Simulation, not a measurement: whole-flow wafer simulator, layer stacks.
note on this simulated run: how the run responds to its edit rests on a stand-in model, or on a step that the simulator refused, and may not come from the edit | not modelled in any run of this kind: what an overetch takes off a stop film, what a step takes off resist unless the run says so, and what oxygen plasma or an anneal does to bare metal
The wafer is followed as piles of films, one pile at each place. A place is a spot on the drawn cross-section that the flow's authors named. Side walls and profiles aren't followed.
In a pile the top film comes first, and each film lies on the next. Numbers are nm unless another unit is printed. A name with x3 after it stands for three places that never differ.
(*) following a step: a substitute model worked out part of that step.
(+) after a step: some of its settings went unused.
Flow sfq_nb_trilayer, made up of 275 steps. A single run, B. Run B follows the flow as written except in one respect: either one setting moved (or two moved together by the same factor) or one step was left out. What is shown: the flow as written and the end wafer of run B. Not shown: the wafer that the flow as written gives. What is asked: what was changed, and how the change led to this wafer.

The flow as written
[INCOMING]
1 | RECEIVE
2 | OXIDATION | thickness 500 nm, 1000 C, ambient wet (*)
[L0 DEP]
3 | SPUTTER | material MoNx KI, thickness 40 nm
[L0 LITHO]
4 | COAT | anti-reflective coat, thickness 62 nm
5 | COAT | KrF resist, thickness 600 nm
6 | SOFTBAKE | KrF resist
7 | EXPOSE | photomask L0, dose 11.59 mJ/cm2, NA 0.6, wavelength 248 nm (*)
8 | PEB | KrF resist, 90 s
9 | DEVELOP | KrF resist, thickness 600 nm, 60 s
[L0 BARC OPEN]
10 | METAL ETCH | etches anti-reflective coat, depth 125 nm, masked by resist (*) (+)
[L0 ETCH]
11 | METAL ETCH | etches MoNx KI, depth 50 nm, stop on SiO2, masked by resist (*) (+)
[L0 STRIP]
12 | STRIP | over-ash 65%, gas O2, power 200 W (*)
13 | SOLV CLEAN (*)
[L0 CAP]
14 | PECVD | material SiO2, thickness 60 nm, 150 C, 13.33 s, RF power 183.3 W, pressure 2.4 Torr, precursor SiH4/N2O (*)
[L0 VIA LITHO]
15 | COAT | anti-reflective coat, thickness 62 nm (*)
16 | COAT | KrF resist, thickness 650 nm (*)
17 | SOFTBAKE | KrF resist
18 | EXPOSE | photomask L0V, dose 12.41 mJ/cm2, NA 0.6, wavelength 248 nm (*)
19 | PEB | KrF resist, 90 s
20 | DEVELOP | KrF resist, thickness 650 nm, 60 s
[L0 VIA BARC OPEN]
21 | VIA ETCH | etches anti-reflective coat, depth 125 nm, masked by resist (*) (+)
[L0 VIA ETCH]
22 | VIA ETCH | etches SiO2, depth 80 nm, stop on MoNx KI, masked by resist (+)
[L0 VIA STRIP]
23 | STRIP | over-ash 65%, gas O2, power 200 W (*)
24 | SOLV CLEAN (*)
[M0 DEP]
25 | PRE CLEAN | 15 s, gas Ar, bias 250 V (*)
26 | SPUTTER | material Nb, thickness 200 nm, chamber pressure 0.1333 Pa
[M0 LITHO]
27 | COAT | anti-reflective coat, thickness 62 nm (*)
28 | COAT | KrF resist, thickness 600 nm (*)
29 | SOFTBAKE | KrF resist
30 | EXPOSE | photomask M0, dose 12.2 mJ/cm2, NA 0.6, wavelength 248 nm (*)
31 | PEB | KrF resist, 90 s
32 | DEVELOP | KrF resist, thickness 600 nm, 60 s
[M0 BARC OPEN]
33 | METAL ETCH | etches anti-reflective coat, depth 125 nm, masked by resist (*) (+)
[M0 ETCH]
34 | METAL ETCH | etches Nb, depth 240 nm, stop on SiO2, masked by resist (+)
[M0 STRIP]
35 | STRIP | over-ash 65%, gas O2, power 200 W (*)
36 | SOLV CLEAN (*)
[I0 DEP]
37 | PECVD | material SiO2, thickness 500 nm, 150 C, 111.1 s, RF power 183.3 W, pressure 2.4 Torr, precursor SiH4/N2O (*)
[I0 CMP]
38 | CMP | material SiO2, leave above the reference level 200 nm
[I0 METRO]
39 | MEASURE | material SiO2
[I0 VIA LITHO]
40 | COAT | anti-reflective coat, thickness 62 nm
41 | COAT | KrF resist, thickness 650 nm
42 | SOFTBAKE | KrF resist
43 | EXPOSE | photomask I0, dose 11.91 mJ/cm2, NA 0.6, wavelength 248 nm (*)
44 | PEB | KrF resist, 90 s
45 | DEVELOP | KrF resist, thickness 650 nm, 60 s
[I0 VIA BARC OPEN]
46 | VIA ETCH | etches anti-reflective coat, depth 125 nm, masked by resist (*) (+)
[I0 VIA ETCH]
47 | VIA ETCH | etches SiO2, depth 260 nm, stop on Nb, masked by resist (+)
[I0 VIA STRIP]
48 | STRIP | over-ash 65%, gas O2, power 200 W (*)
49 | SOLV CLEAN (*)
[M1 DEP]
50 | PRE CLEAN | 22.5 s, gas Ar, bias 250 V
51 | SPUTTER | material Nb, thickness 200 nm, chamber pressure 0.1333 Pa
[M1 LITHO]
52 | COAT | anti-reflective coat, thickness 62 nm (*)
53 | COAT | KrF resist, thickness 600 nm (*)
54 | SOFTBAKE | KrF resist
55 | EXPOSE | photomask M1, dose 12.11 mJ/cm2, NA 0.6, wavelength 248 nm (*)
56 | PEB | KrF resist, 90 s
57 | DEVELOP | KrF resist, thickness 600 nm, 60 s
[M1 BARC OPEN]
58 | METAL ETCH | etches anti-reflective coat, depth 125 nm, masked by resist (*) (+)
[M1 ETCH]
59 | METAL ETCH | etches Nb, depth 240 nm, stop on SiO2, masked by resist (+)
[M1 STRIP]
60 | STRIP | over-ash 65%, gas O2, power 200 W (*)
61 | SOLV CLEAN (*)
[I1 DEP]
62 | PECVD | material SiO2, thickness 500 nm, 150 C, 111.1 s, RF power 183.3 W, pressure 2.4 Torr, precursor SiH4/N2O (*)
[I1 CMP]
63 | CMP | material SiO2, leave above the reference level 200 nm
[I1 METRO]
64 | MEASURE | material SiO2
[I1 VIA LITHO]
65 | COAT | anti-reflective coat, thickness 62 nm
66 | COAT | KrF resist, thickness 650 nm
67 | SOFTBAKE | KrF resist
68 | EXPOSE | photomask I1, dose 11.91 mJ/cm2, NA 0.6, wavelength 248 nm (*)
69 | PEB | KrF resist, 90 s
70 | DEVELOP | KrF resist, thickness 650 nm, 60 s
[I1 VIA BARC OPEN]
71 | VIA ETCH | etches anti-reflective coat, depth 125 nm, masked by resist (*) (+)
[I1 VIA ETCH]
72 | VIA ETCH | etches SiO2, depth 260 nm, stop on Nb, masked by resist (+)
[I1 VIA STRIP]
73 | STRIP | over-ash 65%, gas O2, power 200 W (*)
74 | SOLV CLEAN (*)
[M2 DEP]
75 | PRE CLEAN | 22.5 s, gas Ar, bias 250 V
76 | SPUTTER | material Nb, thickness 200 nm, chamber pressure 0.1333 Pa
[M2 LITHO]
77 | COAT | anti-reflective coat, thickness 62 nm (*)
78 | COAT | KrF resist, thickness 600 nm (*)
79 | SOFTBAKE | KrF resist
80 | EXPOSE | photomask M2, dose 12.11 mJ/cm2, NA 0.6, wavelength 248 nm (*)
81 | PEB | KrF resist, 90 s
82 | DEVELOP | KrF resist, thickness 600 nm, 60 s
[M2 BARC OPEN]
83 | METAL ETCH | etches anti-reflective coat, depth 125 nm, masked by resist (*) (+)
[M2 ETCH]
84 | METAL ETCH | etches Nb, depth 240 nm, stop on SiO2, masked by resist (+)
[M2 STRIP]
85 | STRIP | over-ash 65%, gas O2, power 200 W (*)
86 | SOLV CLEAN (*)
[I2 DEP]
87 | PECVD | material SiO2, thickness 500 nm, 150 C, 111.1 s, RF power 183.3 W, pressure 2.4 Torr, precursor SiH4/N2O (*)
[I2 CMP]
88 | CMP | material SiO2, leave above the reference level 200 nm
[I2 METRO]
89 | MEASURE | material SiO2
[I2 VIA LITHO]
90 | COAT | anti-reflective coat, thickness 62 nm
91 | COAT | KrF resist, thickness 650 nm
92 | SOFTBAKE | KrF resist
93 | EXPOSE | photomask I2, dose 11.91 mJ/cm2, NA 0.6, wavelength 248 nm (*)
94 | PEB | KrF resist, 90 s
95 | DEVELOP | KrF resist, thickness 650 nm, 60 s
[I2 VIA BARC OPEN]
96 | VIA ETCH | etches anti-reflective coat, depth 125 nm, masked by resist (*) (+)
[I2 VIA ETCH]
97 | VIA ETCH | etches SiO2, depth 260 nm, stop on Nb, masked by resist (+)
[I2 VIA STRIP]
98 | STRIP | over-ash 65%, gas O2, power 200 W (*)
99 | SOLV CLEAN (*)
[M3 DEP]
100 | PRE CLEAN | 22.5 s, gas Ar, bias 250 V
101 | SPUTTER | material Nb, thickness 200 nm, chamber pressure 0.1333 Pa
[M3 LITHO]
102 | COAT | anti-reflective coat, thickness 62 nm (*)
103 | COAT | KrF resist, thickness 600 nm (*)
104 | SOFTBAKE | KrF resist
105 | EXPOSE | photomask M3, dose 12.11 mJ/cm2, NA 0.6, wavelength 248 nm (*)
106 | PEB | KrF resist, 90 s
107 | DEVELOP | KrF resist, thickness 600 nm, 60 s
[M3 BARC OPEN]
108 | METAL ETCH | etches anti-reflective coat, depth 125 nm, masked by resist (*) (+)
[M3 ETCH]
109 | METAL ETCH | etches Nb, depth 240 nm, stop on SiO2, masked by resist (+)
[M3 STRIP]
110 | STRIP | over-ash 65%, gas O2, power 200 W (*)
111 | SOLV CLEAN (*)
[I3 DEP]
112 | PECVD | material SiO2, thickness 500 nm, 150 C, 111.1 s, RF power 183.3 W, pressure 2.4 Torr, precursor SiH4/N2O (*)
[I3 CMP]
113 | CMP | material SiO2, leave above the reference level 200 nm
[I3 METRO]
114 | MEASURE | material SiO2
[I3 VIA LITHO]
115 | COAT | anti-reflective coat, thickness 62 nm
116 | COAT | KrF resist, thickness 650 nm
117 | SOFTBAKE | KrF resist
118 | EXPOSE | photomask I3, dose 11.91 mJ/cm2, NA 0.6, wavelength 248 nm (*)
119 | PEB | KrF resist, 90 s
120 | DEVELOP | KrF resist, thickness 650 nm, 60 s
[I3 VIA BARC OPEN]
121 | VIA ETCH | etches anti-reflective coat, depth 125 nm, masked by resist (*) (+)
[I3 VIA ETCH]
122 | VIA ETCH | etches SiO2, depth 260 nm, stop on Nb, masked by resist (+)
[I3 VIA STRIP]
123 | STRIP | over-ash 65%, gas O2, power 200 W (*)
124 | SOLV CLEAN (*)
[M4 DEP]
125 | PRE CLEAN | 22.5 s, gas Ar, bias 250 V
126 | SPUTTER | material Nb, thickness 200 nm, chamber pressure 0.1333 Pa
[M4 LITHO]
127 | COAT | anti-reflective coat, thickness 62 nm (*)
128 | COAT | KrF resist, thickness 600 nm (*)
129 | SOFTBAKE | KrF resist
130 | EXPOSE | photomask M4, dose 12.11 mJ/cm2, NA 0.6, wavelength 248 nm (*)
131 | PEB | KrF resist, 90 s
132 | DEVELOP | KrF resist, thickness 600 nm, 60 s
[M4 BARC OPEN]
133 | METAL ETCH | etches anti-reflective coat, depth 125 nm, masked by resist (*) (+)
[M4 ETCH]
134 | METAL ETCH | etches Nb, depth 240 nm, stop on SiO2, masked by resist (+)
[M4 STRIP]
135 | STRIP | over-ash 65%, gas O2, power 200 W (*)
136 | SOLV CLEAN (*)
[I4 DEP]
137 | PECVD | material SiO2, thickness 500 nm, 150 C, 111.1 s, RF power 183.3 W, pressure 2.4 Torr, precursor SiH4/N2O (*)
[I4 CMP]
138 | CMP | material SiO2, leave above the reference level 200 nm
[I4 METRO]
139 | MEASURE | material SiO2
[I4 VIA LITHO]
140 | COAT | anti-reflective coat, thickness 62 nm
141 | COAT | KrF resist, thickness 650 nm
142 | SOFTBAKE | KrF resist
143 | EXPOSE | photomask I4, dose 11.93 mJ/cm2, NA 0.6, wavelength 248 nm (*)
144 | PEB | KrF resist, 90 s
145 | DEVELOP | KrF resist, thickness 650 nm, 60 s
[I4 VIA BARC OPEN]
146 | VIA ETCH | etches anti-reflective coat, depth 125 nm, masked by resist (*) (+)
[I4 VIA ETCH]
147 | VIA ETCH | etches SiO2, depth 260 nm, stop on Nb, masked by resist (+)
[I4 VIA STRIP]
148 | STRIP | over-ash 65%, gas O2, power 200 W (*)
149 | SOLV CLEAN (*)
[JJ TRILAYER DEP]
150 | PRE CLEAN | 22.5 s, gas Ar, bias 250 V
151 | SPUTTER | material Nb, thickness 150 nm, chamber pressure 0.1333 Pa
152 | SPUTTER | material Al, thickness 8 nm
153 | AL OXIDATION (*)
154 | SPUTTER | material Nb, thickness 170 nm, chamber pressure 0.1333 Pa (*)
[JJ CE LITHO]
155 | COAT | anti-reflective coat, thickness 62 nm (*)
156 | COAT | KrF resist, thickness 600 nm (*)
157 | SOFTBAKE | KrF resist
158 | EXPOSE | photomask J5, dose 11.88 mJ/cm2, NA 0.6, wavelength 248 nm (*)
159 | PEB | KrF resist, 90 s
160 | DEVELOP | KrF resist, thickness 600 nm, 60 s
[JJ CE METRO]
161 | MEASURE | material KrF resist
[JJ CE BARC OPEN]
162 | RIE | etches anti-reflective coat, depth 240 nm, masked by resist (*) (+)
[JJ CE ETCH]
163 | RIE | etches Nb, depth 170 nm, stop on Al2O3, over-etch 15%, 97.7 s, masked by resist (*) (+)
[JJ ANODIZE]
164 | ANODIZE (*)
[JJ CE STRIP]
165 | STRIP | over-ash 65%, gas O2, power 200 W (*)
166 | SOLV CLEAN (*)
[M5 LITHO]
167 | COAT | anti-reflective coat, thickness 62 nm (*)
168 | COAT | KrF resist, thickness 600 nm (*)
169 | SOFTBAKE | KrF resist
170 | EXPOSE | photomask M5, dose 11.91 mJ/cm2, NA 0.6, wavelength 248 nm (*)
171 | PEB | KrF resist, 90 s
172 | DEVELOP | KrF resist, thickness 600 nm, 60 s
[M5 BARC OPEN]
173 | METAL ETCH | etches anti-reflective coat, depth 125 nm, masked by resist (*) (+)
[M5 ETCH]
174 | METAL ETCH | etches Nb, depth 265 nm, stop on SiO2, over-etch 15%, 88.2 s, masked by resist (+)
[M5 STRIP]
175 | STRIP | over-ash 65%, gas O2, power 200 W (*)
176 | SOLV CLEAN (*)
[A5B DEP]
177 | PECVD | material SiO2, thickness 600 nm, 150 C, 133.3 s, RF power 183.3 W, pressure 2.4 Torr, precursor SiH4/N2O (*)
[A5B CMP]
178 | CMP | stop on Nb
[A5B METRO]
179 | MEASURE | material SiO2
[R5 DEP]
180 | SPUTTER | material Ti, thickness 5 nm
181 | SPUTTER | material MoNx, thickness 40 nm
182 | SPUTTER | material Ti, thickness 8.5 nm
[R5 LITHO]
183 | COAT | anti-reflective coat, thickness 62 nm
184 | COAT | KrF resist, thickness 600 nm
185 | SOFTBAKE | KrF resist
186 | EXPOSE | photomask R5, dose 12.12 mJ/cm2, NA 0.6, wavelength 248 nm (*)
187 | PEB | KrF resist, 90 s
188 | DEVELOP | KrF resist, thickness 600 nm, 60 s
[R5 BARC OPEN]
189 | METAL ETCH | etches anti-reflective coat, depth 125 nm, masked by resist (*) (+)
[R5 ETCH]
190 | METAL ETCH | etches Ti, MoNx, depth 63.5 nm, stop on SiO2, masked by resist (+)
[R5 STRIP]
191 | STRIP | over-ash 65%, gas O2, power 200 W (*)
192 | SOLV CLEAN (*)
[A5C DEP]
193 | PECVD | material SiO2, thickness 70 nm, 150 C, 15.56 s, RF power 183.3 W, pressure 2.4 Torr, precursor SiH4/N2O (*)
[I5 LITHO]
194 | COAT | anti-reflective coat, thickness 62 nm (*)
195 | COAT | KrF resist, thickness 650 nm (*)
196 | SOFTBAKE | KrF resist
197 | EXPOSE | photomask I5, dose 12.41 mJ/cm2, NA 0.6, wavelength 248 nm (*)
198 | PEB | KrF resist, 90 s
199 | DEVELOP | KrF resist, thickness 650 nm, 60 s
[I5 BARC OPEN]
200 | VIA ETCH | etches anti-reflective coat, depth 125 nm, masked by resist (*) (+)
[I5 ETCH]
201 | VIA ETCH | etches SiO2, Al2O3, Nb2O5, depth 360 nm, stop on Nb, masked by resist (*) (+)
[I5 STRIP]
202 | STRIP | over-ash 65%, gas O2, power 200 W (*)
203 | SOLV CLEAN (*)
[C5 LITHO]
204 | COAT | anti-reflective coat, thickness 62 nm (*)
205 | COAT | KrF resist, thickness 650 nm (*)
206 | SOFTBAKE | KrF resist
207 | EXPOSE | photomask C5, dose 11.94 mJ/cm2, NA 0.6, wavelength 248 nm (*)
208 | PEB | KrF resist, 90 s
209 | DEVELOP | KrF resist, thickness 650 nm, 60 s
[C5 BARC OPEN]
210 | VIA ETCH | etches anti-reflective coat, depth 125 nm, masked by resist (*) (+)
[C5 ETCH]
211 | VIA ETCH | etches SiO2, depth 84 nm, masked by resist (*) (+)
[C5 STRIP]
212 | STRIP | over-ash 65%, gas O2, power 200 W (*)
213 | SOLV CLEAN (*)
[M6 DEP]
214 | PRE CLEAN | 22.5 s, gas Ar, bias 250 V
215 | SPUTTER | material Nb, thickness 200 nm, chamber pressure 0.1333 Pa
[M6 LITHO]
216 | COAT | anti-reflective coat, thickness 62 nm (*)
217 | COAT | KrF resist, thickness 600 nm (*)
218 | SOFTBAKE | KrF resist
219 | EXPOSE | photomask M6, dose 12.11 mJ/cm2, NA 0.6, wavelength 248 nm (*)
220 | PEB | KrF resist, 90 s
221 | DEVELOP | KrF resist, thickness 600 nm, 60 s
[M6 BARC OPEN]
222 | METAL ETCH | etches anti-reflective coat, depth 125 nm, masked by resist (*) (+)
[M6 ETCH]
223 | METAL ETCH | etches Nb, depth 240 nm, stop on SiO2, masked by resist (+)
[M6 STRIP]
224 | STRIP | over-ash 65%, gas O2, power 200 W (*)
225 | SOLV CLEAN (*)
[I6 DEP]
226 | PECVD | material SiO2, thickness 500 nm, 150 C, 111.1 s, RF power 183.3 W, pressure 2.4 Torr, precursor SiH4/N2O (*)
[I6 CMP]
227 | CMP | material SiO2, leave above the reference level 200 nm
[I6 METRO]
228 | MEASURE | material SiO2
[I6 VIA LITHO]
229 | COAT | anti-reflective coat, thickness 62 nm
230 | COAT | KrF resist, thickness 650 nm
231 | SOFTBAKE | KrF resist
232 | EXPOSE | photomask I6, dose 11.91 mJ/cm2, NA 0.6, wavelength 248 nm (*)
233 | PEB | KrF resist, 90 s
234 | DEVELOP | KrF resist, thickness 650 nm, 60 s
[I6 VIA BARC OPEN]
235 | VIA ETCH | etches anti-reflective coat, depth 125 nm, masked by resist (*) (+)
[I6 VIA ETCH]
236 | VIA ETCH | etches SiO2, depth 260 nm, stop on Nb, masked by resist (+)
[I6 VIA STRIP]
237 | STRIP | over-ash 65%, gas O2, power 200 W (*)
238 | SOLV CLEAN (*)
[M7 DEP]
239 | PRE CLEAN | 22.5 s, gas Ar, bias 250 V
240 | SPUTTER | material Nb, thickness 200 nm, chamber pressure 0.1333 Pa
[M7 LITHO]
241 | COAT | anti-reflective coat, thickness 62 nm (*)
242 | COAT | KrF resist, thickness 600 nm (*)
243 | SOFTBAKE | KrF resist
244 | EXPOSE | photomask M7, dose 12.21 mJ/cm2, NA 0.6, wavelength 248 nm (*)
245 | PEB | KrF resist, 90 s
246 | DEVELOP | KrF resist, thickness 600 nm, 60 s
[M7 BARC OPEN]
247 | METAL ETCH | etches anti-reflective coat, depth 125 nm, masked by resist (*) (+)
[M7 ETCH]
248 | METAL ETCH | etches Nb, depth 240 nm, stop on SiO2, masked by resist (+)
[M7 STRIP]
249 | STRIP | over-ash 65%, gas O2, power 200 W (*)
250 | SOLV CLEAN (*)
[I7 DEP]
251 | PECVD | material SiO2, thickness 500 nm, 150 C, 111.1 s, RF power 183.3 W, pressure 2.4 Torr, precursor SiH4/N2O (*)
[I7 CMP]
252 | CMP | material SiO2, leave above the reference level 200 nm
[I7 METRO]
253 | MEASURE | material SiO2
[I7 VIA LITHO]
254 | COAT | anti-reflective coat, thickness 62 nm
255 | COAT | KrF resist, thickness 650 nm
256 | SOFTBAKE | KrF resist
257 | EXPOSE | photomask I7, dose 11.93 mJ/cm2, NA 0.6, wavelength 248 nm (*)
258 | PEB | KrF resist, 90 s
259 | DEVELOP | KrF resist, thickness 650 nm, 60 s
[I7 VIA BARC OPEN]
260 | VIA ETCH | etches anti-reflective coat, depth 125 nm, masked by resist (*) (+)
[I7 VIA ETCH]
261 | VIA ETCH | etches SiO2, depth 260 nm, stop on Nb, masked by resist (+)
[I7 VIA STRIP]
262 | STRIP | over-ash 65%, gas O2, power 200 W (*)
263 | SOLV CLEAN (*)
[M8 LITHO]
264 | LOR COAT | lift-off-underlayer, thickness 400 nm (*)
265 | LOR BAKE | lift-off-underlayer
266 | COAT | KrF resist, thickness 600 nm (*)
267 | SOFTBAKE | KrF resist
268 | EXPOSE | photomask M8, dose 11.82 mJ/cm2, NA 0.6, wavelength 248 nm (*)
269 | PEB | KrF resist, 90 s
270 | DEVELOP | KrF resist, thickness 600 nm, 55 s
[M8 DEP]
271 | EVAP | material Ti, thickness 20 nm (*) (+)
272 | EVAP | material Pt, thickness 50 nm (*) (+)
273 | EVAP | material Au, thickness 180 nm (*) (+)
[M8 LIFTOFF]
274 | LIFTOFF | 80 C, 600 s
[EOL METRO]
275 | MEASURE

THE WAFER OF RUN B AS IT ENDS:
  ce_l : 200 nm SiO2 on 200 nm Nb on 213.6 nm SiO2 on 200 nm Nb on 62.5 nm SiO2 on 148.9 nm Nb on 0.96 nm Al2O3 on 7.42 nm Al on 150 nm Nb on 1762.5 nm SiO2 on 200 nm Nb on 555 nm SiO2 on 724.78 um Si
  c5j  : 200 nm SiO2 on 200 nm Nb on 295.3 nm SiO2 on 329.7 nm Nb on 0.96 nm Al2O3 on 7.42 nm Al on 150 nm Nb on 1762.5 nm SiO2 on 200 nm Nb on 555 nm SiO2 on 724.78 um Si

What caused this: step 190, METAL ETCH: depth 74.6 nm was run, though the flow has depth 63.5 nm.

Step by step, how the change led to this:
  190 | METAL ETCH | etches Ti, MoNx, depth 63.5 nm, stop on SiO2, masked by resist (+)
      be_r, r_sur, res, r_end, r5r_line_l, r5r_line_c, r5r_line_r: -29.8 KrF resist (in the flow as written it would be: -25.4 KrF resist)
      ce_l, c5j, ce_r, wl_jj: -8.5 Ti (all of it), -40 MoNx (all of it), -5 Ti (all of it), -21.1 Nb (in the flow as written it would be: -8.5 Ti (all of it), -40 MoNx (all of it), -5 Ti (all of it), -10 Nb)
  194 | COAT | anti-reflective coat, thickness 62 nm (*)
      wl_j_sl, wl_j_sr: +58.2 anti-reflective coat (new film) (in the flow as written it would be: +60.2 anti-reflective coat (new film))
      jj_sur: +59 anti-reflective coat (new film) (in the flow as written it would be: +60.8 anti-reflective coat (new film))
      (as well as at 5 more places)
  202 | STRIP | over-ash 65%, gas O2, power 200 W (*)
      wl_j_sl, wl_j_sr: -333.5 KrF resist (all of it), -58.2 anti-reflective coat (all of it) (in the flow as written it would be: -333.3 KrF resist (all of it), -60.2 anti-reflective coat (all of it))
      jj_sur: -337.4 KrF resist (all of it), -59 anti-reflective coat (all of it) (in the flow as written it would be: -337.2 KrF resist (all of it), -60.8 anti-reflective coat (all of it))
      (as well as at 5 more places)
  204 | COAT | anti-reflective coat, thickness 62 nm (*)
      wl_j_sl, wl_j_sr: +58.2 anti-reflective coat (new film) (in the flow as written it would be: +60.2 anti-reflective coat (new film))
      jj_sur: +57.7 anti-reflective coat (new film) (in the flow as written it would be: +59.5 anti-reflective coat (new film))
      (as well as at 5 more places)
  210 | VIA ETCH | etches anti-reflective coat, depth 125 nm, masked by resist (*) (+)
      c5j: -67 anti-reflective coat (all of it), -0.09 SiO2 (in the flow as written it would be: -63.9 anti-reflective coat (all of it), -0.11 SiO2)
  212 | STRIP | over-ash 65%, gas O2, power 200 W (*)
      wl_j_sl, wl_j_sr: -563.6 KrF resist (all of it), -58.2 anti-reflective coat (all of it) (in the flow as written it would be: -563.4 KrF resist (all of it), -60.2 anti-reflective coat (all of it))
      jj_sur: -562.1 KrF resist (all of it), -57.7 anti-reflective coat (all of it) (in the flow as written it would be: -562 KrF resist (all of it), -59.5 anti-reflective coat (all of it))
      (as well as at 4 more places)
  216 | COAT | anti-reflective coat, thickness 62 nm (*)
      wl_j_sl, wl_j_sr: +58.3 anti-reflective coat (new film) (in the flow as written it would be: +60.2 anti-reflective coat (new film))
      jj_sur: +54.2 anti-reflective coat (new film) (in the flow as written it would be: +56.1 anti-reflective coat (new film))
      (as well as at 5 more places)
  224 | STRIP | over-ash 65%, gas O2, power 200 W (*)
      wl_j_sl, wl_j_sr: -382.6 KrF resist (all of it), -58.3 anti-reflective coat (all of it) (in the flow as written it would be: -382.5 KrF resist (all of it), -60.2 anti-reflective coat (all of it))
      jj_sur: -378.6 KrF resist (all of it), -54.2 anti-reflective coat (all of it) (in the flow as written it would be: -378.5 KrF resist (all of it), -56.1 anti-reflective coat (all of it))
      (as well as at 5 more places)
  227 | CMP | material SiO2, leave above the reference level 200 nm
      ce_l, ce_r, wl_jj: -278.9 SiO2 (in the flow as written it would be: -290 SiO2)
      c5j: -211.9 SiO2 (in the flow as written it would be: -223 SiO2)
